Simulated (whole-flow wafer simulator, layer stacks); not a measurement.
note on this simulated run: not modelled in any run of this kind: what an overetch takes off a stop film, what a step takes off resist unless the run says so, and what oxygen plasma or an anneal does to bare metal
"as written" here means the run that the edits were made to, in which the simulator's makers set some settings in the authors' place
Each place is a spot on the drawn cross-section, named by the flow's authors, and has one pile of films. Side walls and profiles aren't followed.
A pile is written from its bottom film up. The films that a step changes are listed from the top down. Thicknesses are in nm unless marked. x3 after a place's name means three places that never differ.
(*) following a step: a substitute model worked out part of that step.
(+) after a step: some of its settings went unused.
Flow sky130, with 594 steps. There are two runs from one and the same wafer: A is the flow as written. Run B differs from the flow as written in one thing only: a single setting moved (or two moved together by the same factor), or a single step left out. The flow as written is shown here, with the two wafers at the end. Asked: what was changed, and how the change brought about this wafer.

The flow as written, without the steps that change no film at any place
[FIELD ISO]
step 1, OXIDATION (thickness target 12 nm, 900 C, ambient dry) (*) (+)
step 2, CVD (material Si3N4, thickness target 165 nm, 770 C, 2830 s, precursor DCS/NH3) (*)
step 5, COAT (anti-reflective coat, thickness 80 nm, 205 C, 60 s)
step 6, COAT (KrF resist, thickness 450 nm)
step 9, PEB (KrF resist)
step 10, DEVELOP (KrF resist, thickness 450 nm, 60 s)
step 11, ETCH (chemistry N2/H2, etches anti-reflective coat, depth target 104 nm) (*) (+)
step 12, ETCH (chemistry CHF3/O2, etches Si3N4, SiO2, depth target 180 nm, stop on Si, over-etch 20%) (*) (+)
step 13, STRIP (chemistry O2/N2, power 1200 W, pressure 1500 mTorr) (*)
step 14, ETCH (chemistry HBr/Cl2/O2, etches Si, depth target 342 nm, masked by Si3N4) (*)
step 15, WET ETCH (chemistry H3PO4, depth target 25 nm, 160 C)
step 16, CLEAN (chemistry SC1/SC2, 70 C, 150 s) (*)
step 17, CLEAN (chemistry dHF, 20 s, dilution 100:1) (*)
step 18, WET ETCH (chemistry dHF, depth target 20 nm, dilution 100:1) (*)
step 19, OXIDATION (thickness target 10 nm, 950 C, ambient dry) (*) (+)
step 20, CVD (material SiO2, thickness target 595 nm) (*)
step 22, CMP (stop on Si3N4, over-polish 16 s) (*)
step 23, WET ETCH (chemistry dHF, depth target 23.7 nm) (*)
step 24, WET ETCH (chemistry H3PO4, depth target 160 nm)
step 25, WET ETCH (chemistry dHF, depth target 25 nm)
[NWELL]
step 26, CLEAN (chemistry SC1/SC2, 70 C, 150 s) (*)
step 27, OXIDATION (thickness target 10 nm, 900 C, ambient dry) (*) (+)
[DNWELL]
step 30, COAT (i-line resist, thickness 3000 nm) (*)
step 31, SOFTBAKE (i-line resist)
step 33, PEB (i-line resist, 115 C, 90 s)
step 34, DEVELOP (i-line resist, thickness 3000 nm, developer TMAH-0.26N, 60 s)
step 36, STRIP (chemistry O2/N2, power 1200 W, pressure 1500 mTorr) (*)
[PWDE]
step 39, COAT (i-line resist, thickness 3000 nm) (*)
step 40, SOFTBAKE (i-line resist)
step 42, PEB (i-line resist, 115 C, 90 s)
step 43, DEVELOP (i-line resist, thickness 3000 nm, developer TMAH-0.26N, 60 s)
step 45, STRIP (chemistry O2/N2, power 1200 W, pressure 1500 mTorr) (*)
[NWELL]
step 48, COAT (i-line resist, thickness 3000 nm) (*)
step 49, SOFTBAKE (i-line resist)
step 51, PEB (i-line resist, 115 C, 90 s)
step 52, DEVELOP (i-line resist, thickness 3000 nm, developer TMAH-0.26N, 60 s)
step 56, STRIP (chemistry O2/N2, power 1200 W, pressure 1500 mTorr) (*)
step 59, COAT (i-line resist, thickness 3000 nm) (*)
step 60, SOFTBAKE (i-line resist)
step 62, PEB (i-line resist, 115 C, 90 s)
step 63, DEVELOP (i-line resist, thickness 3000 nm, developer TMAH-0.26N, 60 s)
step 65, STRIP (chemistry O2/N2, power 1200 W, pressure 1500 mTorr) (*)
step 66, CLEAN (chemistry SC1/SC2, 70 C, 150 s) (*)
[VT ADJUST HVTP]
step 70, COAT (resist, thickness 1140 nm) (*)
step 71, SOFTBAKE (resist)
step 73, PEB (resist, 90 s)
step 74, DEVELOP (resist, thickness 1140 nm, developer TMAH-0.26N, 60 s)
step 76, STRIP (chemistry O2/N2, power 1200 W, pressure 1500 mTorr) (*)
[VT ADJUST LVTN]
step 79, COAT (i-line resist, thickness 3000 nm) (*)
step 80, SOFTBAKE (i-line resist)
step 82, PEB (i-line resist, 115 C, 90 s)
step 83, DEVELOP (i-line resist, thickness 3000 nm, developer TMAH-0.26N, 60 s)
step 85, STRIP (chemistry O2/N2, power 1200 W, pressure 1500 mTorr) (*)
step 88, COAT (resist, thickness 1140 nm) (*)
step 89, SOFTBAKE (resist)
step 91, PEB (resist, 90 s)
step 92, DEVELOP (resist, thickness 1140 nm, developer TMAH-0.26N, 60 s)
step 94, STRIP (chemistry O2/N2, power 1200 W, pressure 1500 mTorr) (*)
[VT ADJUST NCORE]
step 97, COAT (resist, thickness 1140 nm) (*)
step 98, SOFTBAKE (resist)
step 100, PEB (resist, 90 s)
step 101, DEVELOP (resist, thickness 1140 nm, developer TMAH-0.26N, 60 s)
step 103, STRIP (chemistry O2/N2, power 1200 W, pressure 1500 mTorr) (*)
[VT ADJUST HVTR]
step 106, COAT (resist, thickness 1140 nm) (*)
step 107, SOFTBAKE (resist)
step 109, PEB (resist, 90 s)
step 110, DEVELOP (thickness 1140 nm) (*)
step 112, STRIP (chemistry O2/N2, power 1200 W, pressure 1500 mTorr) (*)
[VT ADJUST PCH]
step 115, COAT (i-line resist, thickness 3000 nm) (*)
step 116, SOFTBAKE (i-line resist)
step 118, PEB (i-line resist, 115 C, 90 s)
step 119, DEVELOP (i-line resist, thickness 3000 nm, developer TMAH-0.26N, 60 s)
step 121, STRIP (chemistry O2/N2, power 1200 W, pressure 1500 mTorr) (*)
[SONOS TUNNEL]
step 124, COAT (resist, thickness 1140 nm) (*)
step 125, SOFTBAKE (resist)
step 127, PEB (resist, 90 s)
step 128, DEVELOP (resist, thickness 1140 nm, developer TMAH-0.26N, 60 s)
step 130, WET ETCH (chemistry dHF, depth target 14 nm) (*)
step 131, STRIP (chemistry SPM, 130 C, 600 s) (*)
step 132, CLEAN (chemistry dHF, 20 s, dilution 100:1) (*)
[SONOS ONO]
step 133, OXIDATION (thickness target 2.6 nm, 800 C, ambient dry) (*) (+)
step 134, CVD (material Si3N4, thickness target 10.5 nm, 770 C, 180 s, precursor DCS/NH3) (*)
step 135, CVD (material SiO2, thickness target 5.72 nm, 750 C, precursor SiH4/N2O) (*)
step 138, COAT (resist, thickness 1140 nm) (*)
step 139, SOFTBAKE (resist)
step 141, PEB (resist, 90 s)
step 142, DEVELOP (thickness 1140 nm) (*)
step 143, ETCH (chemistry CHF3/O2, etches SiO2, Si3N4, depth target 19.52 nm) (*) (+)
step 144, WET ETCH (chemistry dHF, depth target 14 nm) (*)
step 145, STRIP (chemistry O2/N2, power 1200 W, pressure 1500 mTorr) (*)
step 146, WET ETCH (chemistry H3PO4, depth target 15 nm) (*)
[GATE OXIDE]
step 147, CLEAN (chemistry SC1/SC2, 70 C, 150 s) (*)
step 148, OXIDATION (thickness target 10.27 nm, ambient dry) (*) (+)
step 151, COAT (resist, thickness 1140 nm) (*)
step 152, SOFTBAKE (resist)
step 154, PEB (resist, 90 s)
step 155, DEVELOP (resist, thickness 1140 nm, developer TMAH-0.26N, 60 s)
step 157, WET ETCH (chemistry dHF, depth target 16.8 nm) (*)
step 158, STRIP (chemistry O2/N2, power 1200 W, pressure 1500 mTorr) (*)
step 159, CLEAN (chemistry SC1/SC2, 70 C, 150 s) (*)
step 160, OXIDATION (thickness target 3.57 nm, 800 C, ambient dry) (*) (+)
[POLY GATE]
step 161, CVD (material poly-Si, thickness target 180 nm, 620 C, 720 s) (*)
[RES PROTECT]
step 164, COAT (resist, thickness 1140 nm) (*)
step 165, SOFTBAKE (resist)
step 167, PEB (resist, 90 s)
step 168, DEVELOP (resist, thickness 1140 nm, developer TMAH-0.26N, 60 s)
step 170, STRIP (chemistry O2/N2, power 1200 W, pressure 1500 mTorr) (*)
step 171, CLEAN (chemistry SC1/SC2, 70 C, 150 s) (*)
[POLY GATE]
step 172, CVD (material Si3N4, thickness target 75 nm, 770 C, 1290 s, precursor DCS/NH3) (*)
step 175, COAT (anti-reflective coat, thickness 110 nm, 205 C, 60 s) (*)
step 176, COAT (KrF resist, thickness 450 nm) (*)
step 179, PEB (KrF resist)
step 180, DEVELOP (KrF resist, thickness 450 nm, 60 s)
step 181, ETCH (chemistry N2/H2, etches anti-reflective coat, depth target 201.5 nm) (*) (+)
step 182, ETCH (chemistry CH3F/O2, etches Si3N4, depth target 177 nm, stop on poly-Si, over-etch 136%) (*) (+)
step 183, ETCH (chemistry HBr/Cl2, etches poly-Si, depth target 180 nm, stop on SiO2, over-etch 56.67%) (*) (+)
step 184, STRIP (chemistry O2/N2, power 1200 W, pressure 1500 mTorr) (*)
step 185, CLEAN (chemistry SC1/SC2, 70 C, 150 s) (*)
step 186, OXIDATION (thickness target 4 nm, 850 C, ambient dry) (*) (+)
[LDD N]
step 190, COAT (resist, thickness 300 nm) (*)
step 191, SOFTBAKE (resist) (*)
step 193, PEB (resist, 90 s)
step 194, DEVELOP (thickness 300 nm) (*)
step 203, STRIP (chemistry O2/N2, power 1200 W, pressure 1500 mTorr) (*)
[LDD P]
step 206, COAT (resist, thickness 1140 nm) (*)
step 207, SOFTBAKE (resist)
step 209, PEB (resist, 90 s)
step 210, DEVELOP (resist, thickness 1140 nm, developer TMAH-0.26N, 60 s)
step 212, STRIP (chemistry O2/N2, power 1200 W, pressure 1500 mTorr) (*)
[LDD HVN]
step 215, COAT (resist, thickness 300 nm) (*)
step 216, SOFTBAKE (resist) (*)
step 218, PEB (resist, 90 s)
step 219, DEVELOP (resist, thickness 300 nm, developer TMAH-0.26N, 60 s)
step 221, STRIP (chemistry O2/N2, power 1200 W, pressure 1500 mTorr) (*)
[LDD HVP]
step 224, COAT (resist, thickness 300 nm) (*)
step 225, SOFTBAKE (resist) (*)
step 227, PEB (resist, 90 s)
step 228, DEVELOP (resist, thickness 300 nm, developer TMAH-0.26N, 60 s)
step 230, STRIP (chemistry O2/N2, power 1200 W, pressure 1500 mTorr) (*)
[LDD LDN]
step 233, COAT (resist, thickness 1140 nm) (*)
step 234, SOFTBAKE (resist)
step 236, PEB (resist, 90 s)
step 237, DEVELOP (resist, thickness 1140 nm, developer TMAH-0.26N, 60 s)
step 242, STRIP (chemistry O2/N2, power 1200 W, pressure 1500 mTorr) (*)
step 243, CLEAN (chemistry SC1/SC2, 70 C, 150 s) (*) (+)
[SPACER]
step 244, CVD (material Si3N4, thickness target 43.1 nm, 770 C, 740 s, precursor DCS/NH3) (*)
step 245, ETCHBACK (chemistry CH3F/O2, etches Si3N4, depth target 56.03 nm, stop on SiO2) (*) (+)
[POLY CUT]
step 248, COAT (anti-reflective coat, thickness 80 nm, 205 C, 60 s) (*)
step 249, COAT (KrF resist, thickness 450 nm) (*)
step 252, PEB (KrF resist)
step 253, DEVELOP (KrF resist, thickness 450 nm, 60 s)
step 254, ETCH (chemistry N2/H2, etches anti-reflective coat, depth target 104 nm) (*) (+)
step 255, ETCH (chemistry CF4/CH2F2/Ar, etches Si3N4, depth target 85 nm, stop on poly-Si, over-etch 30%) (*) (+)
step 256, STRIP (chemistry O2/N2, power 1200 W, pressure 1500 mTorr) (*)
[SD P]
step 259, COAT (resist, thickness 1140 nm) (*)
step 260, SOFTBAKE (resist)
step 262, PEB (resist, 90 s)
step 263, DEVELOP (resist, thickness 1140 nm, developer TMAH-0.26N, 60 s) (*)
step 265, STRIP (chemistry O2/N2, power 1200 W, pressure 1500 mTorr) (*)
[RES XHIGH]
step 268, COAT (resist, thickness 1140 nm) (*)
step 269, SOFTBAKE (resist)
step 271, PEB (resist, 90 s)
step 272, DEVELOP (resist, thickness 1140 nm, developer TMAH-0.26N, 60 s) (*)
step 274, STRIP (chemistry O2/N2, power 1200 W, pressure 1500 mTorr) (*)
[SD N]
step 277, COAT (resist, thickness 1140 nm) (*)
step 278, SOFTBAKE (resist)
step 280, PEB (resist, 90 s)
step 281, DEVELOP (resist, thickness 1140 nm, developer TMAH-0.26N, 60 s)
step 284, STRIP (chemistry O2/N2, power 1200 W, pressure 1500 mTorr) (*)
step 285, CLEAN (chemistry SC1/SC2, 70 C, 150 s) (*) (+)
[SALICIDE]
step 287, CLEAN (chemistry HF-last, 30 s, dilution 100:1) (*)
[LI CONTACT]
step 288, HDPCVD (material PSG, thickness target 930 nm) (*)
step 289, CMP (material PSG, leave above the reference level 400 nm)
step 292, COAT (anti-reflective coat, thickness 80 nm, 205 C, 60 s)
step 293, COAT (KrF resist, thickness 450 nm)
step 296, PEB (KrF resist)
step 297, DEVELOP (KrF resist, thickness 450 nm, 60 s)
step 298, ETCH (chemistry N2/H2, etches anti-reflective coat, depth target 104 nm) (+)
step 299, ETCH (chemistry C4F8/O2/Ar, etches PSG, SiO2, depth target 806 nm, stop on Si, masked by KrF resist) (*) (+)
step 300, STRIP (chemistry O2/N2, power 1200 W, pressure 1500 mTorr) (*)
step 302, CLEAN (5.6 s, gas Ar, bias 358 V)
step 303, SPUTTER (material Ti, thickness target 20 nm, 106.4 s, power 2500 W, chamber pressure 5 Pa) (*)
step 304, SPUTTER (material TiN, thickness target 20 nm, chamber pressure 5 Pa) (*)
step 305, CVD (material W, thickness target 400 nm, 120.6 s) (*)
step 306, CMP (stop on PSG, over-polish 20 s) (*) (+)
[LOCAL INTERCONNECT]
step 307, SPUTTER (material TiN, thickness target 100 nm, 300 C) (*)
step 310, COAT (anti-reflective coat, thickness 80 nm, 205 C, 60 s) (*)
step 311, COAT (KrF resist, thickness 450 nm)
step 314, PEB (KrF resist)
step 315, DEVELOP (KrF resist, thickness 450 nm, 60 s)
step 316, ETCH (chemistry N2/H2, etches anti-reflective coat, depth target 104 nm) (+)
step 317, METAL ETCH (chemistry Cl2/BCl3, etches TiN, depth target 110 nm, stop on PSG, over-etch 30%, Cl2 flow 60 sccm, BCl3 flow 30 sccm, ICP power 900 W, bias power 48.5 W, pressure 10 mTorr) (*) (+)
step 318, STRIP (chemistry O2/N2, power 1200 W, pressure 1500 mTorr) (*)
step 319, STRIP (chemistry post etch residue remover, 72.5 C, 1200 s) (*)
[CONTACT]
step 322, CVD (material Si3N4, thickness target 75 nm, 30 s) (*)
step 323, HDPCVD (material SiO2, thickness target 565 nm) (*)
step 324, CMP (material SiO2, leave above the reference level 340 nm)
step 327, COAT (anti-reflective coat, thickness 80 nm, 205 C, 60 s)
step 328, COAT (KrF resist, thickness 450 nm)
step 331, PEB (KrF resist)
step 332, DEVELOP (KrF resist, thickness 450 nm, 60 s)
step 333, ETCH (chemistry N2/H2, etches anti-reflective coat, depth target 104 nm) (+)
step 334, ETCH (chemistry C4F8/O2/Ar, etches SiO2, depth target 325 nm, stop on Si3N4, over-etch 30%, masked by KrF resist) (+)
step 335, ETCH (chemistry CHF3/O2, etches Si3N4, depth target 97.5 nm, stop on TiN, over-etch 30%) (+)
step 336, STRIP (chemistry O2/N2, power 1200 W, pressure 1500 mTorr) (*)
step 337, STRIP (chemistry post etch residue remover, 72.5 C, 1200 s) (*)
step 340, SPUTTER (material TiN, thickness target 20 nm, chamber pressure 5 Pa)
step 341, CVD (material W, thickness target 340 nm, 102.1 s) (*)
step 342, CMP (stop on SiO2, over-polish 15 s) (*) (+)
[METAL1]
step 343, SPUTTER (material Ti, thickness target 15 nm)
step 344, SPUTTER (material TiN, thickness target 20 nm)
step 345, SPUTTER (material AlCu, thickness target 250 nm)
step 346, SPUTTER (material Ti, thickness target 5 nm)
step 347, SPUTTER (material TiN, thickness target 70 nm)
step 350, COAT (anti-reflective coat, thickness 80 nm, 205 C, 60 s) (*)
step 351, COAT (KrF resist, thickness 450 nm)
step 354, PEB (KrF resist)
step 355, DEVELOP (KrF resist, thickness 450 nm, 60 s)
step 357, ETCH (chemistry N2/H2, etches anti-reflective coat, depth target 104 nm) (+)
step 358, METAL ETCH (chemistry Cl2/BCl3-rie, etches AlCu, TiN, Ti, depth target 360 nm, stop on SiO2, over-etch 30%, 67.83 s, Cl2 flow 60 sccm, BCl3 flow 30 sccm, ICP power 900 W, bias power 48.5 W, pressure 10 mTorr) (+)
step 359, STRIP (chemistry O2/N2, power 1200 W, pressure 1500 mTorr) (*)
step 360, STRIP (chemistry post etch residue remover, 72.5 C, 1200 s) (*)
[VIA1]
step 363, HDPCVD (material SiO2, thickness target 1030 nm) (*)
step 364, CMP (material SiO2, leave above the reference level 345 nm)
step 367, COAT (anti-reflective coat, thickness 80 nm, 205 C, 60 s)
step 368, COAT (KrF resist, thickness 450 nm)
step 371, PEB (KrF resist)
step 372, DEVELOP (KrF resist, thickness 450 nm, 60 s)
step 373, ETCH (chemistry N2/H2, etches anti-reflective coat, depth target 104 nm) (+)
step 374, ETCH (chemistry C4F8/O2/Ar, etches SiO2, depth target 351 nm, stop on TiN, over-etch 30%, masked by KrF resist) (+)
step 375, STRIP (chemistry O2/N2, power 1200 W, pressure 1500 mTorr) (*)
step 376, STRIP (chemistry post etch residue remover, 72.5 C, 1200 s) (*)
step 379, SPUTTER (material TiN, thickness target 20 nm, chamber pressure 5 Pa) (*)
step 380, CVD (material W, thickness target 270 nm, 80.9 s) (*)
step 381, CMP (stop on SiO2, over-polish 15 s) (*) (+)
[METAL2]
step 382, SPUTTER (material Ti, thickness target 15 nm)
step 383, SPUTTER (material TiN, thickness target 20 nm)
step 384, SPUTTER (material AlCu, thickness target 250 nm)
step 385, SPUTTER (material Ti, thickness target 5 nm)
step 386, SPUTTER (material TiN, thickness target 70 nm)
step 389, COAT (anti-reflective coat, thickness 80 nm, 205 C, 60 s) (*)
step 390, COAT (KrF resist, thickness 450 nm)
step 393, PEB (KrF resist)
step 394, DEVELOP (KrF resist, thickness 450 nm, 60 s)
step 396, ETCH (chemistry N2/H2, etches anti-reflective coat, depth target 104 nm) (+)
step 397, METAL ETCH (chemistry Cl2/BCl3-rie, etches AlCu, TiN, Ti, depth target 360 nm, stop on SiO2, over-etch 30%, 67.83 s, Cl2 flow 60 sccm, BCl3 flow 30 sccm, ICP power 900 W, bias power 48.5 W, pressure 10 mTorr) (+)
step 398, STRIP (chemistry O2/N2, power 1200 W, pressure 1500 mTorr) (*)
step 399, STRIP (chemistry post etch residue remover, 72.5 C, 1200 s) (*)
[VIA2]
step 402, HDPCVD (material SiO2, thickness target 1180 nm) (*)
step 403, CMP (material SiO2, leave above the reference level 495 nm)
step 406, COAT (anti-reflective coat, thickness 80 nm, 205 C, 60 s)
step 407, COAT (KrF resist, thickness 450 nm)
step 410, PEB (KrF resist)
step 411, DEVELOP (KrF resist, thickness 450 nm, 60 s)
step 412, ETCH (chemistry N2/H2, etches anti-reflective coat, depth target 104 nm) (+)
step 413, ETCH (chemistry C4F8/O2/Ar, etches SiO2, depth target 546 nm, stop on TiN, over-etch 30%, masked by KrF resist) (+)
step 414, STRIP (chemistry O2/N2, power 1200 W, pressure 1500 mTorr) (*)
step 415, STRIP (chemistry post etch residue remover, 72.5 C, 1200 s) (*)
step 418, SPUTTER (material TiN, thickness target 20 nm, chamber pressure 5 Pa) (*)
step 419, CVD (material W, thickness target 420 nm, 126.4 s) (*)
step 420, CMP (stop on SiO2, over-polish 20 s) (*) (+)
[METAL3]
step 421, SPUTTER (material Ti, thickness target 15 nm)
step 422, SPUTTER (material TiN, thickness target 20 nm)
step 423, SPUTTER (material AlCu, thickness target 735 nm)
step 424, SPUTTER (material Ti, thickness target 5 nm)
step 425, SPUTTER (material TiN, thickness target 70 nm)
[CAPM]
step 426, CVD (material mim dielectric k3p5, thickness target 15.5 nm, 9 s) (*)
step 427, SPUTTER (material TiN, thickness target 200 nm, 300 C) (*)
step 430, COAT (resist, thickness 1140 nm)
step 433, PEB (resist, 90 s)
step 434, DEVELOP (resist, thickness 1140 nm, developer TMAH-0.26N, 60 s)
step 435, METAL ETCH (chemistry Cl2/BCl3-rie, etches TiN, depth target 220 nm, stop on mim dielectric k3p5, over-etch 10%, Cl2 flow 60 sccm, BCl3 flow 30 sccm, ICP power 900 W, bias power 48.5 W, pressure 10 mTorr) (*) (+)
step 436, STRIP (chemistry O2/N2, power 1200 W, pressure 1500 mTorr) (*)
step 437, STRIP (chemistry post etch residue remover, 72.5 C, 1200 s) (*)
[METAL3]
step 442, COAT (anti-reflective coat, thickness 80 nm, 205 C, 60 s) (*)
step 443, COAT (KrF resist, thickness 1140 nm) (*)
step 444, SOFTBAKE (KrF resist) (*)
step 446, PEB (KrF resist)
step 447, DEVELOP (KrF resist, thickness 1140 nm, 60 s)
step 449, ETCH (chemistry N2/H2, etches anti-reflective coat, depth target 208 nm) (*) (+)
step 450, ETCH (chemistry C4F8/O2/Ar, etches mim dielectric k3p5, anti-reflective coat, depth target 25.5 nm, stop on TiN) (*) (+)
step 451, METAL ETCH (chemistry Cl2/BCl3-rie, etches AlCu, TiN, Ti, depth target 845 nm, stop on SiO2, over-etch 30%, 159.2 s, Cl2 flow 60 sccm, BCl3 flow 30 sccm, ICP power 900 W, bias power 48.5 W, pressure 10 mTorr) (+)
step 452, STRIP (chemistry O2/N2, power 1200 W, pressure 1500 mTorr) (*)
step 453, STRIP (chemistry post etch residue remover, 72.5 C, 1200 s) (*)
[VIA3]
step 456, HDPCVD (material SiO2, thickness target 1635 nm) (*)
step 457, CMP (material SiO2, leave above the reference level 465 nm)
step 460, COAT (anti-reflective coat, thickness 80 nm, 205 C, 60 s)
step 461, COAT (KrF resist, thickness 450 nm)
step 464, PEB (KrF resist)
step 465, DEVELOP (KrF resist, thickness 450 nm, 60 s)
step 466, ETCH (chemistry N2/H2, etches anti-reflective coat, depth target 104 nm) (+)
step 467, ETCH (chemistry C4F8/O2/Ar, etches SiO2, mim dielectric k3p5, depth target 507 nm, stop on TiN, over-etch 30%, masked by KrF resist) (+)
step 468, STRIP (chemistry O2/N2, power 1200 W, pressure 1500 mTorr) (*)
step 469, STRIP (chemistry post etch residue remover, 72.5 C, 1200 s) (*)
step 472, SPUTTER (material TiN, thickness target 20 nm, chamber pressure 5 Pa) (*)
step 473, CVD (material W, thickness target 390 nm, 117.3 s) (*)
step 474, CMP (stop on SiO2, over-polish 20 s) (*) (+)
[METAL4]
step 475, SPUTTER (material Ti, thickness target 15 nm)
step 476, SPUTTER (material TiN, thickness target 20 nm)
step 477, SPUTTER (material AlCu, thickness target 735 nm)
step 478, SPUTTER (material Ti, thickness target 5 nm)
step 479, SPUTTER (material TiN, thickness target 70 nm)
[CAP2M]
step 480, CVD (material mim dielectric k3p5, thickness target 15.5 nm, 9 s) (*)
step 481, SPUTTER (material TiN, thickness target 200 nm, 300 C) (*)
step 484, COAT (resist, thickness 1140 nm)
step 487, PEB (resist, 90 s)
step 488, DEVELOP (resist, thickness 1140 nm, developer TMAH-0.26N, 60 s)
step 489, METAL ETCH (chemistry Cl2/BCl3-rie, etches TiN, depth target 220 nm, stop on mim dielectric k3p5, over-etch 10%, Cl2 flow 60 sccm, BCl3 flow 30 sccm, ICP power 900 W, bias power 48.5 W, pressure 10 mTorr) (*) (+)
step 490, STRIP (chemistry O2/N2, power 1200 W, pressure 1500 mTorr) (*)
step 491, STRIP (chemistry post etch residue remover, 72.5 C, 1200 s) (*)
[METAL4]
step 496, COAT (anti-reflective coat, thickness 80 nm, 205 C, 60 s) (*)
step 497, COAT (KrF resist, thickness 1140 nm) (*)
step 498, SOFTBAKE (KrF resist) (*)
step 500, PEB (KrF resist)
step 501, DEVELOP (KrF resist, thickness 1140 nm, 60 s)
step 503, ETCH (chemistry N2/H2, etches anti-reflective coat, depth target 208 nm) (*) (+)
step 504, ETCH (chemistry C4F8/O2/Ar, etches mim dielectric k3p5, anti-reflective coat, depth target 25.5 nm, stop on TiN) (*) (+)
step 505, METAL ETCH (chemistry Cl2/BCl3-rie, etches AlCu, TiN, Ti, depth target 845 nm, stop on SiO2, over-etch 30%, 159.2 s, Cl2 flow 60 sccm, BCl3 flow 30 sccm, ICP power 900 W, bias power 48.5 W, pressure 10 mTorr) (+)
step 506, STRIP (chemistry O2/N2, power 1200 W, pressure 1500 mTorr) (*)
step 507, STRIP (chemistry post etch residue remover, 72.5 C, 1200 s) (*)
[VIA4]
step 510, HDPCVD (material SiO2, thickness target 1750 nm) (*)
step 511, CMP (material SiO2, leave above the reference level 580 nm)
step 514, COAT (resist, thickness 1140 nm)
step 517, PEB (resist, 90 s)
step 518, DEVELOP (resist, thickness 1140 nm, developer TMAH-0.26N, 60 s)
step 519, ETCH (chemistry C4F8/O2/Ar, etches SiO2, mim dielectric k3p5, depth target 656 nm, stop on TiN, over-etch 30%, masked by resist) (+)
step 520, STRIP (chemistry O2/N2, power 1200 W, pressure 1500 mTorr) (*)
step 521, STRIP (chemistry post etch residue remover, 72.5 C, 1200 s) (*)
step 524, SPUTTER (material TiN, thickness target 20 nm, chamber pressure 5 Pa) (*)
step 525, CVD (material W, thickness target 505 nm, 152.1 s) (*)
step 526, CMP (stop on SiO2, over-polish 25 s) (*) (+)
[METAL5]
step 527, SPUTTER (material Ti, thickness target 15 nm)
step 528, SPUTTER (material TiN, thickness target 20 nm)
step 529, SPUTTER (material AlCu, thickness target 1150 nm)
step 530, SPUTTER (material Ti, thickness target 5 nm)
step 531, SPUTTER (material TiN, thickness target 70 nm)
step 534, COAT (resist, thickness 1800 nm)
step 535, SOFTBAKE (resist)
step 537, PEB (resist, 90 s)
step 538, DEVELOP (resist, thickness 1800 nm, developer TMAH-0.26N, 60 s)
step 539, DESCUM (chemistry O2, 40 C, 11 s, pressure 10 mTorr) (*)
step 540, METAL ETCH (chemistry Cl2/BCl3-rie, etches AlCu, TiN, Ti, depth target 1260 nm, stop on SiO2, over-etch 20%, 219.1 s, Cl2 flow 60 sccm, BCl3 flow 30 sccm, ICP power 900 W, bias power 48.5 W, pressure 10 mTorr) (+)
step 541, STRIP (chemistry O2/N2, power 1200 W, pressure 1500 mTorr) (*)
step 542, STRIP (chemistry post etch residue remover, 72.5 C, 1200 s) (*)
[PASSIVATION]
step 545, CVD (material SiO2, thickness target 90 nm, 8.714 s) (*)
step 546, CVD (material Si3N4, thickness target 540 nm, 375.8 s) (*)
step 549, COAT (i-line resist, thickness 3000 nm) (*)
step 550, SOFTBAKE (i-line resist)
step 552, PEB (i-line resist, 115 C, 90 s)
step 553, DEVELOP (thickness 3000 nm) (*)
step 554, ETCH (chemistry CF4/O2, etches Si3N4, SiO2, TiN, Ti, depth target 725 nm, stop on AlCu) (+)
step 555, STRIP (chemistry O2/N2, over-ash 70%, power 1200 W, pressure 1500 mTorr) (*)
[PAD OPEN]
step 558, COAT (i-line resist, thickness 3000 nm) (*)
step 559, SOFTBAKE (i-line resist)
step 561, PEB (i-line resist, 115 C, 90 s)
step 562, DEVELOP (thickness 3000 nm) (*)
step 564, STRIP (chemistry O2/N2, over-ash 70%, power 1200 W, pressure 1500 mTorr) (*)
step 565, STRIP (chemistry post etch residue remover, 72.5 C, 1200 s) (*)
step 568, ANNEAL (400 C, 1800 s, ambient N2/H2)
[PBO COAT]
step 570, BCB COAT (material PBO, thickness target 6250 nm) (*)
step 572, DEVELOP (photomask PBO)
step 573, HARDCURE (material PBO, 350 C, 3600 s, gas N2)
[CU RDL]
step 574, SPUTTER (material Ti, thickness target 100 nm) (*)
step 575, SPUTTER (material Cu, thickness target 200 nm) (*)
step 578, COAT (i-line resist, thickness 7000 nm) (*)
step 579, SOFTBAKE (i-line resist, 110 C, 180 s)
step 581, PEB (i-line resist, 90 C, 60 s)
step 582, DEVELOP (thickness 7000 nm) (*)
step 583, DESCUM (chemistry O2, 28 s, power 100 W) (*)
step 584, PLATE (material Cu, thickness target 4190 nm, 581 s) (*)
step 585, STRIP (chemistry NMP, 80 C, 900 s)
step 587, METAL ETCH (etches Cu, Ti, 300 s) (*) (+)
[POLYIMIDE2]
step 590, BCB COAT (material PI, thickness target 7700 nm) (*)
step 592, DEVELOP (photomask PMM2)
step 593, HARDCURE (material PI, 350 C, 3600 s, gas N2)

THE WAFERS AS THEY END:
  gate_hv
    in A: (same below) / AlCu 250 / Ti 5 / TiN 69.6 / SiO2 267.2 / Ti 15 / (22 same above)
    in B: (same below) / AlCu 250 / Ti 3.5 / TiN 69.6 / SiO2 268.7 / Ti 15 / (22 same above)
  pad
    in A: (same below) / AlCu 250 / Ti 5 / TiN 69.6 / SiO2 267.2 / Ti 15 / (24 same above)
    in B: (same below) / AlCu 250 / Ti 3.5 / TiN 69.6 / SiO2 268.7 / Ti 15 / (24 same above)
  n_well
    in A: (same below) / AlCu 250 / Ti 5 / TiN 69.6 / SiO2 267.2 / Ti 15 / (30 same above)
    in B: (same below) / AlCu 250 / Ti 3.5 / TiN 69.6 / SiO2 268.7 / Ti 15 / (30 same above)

Cause: step 346, SPUTTER: thickness target 3.5 nm was run, though the flow has thickness target 5 nm.
The wafer lets one read it off: gate_hv has Ti 3.5, and step 346 as written asks for 5 nm.

How this came from the change, step by step:
  step 346, SPUTTER (material Ti, thickness target 5 nm)
      field, active, n_well and 188 more: A Ti gains 5 (new film) | B Ti gains 3.5 (new film)
  step 358, METAL ETCH (chemistry Cl2/BCl3-rie, etches AlCu, TiN, Ti, depth target 360 nm, stop on SiO2, over-etch 30%, 67.83 s, Cl2 flow 60 sccm, BCl3 flow 30 sccm, ICP power 900 W, bias power 48.5 W, pressure 10 mTorr) (+)
      field, active, gate and 81 more: A TiN loses 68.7 (all of it), Ti loses 5 (all of it), AlCu loses 250 (all of it), TiN loses 20 (all of it), Ti loses 15 (all of it), SiO2 loses 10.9 | B TiN loses 68.7 (all of it), Ti loses 3.5 (all of it), AlCu loses 250 (all of it), TiN loses 20 (all of it), Ti loses 15 (all of it), SiO2 loses 11.1
